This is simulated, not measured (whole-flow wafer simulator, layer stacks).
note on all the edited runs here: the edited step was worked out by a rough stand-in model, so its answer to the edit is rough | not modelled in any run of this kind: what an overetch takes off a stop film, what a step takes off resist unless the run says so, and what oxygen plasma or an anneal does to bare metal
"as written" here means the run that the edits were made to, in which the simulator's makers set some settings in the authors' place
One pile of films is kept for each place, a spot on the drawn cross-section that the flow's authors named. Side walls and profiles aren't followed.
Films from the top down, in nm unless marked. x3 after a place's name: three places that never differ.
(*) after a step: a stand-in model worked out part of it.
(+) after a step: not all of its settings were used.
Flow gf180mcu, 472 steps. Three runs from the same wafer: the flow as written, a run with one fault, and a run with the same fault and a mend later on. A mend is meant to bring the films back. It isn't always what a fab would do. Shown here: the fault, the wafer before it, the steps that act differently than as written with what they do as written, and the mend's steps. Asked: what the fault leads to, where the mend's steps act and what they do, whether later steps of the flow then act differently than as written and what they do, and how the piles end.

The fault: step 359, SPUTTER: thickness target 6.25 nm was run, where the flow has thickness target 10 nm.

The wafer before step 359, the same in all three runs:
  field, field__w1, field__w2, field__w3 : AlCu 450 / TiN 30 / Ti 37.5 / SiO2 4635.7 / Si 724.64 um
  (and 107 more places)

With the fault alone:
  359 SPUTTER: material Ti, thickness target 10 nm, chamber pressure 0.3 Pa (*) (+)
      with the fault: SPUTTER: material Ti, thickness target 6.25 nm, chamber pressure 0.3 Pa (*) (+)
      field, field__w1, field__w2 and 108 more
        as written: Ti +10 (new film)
        with the fault: Ti +6.25 (new film)
  Later steps of the flow that act differently than as written (5 more steps differ only slightly, by at most 2% or 0.5 nm, whichever is larger, and aren't shown):
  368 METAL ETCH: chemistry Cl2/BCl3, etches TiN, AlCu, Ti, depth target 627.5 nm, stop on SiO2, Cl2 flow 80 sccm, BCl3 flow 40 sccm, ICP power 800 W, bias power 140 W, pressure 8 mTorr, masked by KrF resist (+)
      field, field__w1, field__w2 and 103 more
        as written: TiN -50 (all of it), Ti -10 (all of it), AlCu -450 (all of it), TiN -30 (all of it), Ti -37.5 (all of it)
        with the fault: TiN -50 (all of it), Ti -6.25 (all of it), AlCu -450 (all of it), TiN -30 (all of it), Ti -37.5 (all of it)
  At the end the piles differ from the flow's by more than 2% or 0.5 nm, whichever is larger, at field__w8, contact, m1, m1__w1, m1_nw.
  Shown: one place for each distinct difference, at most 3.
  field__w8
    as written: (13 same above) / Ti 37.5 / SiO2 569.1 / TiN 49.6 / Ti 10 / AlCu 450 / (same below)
    with the fault: (13 same above) / Ti 37.5 / SiO2 572.9 / TiN 49.6 / Ti 6.25 / AlCu 450 / (same below)
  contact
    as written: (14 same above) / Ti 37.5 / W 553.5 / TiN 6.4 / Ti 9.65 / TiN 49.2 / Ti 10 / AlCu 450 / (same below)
    with the fault: (14 same above) / Ti 37.5 / W 557.3 / TiN 6.39 / Ti 9.63 / TiN 49.2 / Ti 6.25 / AlCu 450 / (same below)

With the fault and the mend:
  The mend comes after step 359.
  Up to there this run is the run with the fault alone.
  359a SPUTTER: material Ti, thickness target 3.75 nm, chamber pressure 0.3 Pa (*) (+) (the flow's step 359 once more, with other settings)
      field, field__w1, field__w2 and 108 more
        Ti +3.75
  No later step of the flow acts differently than as written at any place that is followed.
  At the end the piles are the same as the flow's at every place that both follow.
